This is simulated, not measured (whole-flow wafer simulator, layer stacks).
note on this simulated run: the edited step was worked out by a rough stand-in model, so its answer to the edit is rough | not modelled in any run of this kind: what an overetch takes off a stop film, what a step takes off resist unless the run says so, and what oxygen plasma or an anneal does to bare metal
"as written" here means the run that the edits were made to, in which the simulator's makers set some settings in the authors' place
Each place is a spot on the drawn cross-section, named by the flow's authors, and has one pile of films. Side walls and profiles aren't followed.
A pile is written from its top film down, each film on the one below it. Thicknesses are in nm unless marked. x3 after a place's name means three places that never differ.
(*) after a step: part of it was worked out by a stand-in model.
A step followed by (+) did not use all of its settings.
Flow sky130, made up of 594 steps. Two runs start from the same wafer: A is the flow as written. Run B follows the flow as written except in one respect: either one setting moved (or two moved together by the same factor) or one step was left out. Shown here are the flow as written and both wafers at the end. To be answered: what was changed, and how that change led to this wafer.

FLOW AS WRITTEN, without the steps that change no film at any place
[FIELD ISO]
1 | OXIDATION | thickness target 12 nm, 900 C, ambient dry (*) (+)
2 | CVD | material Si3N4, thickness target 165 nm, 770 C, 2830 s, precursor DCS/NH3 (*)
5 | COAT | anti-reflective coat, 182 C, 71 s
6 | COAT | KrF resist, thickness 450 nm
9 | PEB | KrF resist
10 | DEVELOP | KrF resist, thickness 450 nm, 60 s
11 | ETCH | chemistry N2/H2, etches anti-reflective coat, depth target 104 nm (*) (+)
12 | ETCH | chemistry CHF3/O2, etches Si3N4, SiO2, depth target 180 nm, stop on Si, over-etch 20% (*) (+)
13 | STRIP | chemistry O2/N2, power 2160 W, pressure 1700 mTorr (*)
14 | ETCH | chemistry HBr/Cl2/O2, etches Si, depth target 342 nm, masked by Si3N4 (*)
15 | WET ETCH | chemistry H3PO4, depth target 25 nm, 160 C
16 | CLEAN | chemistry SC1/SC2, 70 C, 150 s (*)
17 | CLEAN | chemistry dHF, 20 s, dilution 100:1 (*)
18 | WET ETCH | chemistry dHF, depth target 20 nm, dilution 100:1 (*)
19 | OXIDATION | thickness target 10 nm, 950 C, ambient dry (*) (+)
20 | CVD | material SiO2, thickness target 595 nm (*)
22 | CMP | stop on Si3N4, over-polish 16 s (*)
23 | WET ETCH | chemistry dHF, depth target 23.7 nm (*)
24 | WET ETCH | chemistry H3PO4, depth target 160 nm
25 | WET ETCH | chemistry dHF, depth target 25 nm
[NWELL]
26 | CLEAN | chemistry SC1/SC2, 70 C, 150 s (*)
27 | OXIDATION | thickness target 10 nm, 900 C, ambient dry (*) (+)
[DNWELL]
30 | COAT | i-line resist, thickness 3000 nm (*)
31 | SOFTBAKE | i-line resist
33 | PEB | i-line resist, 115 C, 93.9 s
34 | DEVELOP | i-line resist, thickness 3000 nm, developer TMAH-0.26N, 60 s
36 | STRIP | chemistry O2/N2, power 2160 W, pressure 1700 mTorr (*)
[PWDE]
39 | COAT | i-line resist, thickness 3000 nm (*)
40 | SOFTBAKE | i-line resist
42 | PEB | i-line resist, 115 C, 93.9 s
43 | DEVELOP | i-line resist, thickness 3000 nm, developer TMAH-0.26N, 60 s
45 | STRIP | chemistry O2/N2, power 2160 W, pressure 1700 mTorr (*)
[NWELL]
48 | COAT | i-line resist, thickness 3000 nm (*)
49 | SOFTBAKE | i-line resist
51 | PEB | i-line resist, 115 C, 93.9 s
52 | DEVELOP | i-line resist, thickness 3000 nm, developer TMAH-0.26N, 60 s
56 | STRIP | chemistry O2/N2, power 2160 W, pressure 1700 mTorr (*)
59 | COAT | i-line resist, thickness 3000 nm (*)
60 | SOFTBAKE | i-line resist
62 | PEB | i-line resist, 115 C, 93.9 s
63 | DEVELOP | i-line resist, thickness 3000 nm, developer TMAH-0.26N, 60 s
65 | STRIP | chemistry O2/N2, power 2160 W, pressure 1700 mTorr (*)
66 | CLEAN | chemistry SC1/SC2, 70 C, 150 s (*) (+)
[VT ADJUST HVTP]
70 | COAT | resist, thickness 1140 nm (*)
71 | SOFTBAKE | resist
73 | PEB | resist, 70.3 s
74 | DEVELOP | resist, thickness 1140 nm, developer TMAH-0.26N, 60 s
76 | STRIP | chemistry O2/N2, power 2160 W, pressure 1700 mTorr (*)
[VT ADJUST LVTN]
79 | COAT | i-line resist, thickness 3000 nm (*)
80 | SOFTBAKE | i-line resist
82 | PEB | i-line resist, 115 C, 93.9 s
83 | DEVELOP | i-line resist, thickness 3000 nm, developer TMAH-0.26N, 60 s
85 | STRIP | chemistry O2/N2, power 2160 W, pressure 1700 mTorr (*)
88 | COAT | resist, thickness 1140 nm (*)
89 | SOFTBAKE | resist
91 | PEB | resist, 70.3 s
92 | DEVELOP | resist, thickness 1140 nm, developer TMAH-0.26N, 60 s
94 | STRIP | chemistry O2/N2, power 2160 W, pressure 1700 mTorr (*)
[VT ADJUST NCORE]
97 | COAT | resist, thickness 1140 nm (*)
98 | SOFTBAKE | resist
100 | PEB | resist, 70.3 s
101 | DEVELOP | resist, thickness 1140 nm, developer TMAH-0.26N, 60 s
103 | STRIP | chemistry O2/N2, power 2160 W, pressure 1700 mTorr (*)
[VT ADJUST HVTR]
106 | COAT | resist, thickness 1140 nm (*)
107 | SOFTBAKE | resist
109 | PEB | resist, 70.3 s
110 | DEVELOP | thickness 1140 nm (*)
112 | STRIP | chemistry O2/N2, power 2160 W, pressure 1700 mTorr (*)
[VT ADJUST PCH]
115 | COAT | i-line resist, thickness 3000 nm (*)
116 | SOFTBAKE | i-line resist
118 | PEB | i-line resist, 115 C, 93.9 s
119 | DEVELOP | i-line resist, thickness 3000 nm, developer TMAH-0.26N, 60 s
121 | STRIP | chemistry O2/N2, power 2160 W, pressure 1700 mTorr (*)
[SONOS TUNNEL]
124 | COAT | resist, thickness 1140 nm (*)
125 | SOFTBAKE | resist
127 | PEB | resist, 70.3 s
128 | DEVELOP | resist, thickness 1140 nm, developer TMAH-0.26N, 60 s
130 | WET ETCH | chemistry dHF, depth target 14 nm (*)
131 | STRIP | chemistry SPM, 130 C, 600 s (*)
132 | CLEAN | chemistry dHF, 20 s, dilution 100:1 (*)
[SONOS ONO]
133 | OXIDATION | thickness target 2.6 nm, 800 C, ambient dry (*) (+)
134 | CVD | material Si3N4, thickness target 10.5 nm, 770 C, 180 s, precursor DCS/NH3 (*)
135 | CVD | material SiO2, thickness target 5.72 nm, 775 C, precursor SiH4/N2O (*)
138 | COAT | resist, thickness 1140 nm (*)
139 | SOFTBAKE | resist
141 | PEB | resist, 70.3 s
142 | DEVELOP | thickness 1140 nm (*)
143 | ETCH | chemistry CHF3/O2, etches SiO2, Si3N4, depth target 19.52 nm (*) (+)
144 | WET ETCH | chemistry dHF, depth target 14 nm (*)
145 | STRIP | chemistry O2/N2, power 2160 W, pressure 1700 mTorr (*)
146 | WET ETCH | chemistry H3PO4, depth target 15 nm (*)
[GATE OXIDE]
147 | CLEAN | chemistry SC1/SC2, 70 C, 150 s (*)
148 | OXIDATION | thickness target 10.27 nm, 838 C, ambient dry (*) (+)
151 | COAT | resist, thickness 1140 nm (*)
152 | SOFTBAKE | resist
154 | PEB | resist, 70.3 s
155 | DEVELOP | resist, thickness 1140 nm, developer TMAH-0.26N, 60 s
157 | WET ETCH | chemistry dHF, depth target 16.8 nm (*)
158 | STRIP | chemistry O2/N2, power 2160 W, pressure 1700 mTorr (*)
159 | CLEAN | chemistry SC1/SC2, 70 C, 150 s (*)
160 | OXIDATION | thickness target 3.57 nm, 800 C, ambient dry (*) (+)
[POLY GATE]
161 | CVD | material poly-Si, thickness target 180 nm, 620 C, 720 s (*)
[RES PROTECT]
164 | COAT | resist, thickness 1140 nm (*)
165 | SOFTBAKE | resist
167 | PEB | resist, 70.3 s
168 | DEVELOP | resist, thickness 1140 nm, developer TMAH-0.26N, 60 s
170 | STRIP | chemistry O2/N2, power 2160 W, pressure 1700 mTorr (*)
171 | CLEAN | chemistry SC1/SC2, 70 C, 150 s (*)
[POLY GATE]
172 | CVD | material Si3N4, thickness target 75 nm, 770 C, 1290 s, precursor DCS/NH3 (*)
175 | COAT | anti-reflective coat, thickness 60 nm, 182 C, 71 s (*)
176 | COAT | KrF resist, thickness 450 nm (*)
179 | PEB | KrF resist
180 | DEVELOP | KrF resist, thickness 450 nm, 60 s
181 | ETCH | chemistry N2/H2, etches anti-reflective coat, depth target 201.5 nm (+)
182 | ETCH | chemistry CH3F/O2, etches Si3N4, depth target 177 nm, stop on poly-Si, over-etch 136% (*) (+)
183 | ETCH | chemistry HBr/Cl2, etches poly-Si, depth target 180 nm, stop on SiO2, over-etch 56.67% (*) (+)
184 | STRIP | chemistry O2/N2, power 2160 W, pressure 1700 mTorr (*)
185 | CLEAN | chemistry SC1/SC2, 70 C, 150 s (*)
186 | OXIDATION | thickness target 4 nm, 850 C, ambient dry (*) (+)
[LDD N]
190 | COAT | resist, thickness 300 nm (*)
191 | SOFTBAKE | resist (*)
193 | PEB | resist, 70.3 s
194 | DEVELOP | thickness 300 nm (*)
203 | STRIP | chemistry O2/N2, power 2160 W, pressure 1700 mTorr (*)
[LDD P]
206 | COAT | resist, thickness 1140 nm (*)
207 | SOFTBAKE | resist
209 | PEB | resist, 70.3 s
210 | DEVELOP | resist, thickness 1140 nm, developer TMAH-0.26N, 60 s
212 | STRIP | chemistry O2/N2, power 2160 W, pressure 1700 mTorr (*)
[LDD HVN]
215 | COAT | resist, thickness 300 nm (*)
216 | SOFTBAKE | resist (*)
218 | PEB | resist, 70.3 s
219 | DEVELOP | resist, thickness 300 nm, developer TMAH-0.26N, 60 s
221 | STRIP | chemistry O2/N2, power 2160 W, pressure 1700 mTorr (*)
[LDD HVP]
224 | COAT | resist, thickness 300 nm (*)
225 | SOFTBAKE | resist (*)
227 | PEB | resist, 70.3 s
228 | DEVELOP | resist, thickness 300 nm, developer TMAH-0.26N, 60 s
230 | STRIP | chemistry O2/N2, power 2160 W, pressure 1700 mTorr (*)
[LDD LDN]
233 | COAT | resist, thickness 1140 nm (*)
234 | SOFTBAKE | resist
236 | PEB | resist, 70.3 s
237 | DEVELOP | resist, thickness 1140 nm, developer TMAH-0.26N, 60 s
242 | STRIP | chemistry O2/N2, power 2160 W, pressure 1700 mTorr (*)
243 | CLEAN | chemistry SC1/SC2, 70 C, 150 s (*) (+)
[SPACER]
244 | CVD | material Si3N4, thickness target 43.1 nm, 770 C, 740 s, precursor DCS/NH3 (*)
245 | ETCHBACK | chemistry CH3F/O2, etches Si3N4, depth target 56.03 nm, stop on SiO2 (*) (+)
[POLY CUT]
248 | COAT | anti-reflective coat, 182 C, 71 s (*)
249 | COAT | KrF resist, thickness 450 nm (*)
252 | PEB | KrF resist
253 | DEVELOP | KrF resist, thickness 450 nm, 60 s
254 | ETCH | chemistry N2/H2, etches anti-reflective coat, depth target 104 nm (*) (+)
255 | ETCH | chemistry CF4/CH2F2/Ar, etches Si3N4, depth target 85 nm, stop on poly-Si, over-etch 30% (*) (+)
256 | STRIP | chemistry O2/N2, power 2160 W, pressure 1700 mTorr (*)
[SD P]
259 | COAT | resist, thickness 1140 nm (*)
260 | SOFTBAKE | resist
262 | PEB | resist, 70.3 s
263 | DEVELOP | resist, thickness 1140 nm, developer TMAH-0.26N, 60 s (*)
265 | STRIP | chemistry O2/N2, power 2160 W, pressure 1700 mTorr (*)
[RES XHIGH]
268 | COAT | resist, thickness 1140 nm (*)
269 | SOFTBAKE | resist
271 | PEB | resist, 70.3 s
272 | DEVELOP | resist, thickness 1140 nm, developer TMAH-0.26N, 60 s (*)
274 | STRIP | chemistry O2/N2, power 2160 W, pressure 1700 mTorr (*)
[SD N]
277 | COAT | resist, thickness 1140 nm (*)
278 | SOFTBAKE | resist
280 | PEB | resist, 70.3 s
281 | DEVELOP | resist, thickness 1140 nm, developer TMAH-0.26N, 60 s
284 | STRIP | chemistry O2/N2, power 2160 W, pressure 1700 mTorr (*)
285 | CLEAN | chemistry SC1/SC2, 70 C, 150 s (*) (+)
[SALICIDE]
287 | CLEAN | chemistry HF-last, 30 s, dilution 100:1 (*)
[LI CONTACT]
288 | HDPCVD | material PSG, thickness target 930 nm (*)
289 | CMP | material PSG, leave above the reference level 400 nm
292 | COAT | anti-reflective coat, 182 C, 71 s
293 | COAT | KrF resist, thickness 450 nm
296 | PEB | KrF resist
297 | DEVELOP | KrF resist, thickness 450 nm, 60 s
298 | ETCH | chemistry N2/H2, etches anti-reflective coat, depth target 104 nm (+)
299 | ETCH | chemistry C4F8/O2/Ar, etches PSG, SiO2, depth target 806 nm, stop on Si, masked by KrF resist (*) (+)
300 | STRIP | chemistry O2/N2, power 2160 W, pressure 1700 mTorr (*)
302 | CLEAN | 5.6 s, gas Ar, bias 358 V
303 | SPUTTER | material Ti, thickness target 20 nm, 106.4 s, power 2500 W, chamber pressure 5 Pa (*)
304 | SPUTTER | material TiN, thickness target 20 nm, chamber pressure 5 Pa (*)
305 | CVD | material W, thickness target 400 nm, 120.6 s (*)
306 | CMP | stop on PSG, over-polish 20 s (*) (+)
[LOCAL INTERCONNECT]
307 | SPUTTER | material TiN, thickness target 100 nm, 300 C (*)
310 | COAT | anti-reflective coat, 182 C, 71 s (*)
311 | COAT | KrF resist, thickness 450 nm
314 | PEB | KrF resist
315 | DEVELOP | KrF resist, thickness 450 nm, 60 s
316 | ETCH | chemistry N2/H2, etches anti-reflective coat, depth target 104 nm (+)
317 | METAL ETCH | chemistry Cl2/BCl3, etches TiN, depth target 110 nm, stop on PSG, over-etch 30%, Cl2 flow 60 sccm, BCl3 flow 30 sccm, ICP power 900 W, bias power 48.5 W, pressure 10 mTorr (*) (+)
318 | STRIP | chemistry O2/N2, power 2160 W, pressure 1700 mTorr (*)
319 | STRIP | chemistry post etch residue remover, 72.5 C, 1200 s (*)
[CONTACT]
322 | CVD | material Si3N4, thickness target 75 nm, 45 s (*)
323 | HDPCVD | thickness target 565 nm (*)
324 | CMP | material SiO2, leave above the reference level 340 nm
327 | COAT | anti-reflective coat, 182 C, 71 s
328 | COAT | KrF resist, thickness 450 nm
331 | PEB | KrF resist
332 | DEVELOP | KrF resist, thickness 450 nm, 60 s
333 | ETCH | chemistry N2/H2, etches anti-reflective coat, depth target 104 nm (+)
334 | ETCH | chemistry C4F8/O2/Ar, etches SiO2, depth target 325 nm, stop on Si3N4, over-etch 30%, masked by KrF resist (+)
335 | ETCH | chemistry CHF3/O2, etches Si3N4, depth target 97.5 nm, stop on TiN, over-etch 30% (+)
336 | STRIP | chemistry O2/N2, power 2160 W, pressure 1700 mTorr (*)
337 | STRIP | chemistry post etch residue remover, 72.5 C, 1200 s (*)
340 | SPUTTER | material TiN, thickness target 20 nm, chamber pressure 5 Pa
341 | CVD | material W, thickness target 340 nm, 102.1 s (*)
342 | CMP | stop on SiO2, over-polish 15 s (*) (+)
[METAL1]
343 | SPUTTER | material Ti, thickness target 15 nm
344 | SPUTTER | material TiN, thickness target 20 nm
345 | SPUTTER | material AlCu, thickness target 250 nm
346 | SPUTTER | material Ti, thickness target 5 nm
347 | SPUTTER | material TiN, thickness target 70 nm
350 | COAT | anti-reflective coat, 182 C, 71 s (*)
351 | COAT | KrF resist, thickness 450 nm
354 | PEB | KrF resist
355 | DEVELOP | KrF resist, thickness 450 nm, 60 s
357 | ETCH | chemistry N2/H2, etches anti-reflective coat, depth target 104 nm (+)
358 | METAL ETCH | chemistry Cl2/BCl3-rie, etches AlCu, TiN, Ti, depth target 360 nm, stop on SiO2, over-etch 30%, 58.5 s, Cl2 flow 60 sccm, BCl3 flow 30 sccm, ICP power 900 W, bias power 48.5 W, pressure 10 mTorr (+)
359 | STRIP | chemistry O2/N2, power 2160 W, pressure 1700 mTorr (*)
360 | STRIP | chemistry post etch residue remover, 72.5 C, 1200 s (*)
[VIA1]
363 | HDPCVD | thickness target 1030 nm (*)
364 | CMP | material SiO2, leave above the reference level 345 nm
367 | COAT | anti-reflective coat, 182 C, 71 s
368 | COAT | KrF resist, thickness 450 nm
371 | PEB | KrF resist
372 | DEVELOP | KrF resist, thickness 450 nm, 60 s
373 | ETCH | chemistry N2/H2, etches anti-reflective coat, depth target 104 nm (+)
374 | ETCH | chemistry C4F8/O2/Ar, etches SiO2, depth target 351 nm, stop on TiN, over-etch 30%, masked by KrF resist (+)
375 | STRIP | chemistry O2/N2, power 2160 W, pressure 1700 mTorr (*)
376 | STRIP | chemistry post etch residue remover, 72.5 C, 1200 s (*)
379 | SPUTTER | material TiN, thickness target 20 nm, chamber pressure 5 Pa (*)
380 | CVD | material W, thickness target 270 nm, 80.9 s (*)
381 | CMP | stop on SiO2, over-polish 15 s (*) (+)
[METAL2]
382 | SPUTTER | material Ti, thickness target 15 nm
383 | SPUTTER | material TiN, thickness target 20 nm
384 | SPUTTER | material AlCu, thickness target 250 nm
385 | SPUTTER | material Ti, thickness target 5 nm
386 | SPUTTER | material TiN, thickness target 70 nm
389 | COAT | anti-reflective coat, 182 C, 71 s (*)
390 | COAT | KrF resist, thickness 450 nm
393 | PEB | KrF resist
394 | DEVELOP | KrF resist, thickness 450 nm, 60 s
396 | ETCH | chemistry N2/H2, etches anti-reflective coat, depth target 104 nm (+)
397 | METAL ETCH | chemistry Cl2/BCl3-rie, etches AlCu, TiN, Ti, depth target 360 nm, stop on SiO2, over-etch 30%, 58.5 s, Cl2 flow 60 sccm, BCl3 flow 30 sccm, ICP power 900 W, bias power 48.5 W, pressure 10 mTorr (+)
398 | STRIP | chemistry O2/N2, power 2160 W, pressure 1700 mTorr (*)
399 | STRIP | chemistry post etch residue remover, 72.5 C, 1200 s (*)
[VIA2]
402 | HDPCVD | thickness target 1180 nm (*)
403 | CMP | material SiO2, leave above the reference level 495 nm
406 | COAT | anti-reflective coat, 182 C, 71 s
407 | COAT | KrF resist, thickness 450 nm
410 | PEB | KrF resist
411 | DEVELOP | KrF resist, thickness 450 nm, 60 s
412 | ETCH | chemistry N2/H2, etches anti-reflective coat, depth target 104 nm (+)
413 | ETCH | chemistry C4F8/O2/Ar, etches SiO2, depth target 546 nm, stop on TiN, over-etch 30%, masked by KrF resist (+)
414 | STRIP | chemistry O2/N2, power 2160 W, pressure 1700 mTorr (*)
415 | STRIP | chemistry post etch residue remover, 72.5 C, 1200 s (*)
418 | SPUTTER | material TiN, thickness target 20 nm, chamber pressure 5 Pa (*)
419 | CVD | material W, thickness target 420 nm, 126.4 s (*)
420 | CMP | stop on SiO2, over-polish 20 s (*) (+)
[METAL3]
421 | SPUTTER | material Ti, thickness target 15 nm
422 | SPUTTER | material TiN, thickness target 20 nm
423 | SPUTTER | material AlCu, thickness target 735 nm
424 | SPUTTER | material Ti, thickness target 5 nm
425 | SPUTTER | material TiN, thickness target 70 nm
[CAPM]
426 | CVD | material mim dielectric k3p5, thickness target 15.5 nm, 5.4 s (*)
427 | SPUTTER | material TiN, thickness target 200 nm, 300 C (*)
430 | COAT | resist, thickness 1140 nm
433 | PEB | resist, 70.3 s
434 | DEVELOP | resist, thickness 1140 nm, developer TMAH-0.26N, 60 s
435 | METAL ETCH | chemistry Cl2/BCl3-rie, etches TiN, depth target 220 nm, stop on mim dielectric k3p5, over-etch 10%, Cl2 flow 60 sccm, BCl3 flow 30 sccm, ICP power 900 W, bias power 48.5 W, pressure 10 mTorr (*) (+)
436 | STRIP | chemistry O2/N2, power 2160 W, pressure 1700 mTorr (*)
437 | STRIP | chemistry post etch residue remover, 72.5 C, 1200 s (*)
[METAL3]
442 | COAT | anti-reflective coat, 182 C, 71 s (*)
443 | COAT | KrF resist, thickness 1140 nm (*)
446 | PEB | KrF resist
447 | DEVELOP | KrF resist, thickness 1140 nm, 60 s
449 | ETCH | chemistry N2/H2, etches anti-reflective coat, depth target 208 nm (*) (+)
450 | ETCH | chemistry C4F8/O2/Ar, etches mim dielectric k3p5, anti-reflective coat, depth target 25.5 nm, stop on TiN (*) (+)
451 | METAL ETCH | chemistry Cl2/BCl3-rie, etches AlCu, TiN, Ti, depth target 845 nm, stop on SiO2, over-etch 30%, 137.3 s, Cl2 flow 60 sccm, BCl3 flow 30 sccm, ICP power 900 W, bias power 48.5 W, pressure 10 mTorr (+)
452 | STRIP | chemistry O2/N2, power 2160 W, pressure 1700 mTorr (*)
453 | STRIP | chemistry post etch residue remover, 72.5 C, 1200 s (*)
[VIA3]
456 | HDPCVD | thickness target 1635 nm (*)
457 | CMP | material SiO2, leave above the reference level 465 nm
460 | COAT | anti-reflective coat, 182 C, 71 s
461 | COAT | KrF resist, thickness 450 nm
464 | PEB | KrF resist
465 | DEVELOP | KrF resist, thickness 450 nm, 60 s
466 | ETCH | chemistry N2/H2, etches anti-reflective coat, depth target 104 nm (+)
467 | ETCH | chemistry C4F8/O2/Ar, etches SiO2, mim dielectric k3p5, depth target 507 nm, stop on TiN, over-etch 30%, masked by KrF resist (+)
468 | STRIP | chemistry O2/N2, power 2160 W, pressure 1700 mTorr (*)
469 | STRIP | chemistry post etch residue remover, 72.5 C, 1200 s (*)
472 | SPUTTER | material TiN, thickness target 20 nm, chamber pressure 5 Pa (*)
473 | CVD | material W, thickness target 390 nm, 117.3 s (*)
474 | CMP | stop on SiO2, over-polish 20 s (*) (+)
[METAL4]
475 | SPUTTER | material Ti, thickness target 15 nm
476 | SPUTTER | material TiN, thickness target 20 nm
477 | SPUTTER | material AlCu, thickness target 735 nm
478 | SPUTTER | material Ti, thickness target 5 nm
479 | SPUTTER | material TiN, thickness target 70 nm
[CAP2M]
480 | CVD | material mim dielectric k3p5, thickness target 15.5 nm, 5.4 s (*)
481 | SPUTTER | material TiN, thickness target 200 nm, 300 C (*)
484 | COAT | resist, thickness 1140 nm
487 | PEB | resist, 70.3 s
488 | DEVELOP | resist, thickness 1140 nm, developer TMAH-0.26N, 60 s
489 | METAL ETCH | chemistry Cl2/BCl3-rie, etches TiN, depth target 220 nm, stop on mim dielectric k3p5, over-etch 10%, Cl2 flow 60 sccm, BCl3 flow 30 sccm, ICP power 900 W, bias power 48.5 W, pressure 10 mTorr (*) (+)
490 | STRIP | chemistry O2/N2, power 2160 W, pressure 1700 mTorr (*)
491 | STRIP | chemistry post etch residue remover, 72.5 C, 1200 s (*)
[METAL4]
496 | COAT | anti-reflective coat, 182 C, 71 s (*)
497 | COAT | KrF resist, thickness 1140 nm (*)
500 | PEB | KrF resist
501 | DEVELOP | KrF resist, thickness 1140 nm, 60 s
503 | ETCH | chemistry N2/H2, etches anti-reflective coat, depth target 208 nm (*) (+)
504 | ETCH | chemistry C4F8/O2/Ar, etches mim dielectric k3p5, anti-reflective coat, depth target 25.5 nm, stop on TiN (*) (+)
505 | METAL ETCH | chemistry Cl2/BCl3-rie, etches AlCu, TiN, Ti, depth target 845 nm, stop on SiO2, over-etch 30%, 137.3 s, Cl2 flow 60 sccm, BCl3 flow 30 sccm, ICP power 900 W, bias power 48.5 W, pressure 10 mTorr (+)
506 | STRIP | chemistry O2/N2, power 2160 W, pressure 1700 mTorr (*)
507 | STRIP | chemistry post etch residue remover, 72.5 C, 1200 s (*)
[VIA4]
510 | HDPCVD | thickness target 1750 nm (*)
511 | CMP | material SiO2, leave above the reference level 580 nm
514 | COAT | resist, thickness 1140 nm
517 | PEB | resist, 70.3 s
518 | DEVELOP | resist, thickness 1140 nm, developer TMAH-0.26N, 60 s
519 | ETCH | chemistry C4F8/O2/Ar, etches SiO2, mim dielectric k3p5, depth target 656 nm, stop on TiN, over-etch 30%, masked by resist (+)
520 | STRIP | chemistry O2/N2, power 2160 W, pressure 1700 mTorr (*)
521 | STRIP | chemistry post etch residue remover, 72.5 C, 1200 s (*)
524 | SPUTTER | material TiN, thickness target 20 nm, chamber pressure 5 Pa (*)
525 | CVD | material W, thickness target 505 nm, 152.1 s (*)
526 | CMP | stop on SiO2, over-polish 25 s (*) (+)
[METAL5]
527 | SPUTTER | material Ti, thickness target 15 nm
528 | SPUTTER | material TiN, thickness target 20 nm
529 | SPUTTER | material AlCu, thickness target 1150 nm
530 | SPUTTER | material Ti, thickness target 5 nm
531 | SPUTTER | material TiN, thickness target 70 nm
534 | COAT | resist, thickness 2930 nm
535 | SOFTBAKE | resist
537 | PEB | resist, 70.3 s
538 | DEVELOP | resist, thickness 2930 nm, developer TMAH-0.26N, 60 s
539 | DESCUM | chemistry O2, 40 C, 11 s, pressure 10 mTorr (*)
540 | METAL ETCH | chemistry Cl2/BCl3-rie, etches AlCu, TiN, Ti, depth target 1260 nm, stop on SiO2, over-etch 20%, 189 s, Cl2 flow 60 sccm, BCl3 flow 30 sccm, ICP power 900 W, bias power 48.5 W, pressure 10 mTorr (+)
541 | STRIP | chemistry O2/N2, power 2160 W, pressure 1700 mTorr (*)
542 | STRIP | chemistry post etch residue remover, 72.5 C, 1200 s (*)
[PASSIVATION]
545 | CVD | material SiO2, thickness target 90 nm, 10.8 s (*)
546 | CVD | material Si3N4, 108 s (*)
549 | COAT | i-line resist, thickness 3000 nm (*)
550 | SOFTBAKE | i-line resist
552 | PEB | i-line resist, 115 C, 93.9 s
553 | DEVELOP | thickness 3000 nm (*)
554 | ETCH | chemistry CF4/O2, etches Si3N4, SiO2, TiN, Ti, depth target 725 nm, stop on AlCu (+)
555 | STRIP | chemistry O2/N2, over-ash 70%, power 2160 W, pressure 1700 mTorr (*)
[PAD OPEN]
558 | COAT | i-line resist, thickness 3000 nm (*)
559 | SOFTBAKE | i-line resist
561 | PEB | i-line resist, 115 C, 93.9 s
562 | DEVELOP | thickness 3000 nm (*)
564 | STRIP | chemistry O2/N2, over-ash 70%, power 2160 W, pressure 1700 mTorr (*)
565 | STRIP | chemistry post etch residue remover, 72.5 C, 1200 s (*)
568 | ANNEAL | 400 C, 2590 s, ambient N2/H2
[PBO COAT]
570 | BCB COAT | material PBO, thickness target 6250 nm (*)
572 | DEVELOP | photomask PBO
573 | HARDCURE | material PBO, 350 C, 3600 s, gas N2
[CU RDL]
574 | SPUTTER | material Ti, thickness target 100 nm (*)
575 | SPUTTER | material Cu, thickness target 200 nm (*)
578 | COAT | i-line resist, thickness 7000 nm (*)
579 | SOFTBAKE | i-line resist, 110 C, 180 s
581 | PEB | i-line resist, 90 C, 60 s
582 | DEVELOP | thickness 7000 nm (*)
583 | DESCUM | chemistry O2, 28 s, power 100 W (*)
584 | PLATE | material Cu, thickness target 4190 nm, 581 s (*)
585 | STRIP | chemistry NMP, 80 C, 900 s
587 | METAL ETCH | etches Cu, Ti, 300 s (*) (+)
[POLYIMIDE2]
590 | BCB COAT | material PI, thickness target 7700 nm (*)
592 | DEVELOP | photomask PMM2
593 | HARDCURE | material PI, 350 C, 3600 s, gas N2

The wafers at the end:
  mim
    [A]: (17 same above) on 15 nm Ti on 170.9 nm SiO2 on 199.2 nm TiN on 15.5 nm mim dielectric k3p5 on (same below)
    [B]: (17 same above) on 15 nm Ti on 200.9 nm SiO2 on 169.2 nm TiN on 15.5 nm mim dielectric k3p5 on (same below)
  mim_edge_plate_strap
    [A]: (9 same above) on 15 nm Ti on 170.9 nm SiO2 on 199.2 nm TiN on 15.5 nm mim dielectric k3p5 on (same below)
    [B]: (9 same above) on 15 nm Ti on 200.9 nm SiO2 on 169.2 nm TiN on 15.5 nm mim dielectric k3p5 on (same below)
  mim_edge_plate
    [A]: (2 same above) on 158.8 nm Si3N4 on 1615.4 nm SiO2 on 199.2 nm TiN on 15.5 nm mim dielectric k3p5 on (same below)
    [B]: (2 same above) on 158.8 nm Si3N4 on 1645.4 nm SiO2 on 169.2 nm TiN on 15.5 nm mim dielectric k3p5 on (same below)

The reason: step 427, SPUTTER: thickness target 170 nm was run, whereas the flow has thickness target 200 nm.

The path from the change to this, step by step:
  427 | SPUTTER | material TiN, thickness target 200 nm, 300 C (*)
      field, active, n_well and 188 more: A +200 TiN (new film) | B +170 TiN (new film)
  435 | METAL ETCH | chemistry Cl2/BCl3-rie, etches TiN, depth target 220 nm, stop on mim dielectric k3p5, over-etch 10%, Cl2 flow 60 sccm, BCl3 flow 30 sccm, ICP power 900 W, bias power 48.5 W, pressure 10 mTorr (*) (+)
      field, active, n_well and 185 more: A -200 TiN (all of it) | B -170 TiN (all of it)
      mim, mim_edge_plate_strap, mim_edge_plate: A -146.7 resist | B -124.7 resist
  436 | STRIP | chemistry O2/N2, power 2160 W, pressure 1700 mTorr (*)
      mim, mim_edge_plate_strap, mim_edge_plate: A -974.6 resist (all of it) | B -996.6 resist (all of it)
  442 | COAT | anti-reflective coat, 182 C, 71 s (*)
      rpm_encl, rpm_encl_psd, rpm_encl_urpm: A +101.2 anti-reflective coat (new film) | B +104.1 anti-reflective coat (new film)
      poly_licon, rpo_hd_licon: A +57.6 anti-reflective coat (new film) | B +65.8 anti-reflective coat (new film)
      (as well as at 5 more places)
  443 | COAT | KrF resist, thickness 1140 nm (*)
      mim_edge_plate_strap, mim_edge_plate: A +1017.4 KrF resist (new film) | B +1047.4 KrF resist (new film)
      mim: A +1025.5 KrF resist (new film) | B +1052.9 KrF resist (new film)
  449 | ETCH | chemistry N2/H2, etches anti-reflective coat, depth target 208 nm (*) (+)
      rpm_encl, rpm_encl_psd, rpm_encl_urpm: A -101.2 anti-reflective coat (all of it) | B -104.1 anti-reflective coat (all of it)
      poly_licon, rpo_hd_licon: A -57.6 anti-reflective coat (all of it) | B -65.8 anti-reflective coat (all of it)
      (as well as at 3 more places)
  452 | STRIP | chemistry O2/N2, power 2160 W, pressure 1700 mTorr (*)
      mim_edge_plate_strap, mim_edge_plate: A -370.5 KrF resist (all of it), -3 anti-reflective coat (all of it) | B -400.5 KrF resist (all of it), -3 anti-reflective coat (all of it)
      mim: A -378.7 KrF resist (all of it), -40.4 anti-reflective coat (all of it) | B -406 KrF resist (all of it), -33.8 anti-reflective coat (all of it)
      (as well as at 1 more place)
  457 | CMP | material SiO2, leave above the reference level 465 nm
      mim, mim_edge_plate_strap, mim_edge_plate: A -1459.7 SiO2 | B -1429.7 SiO2
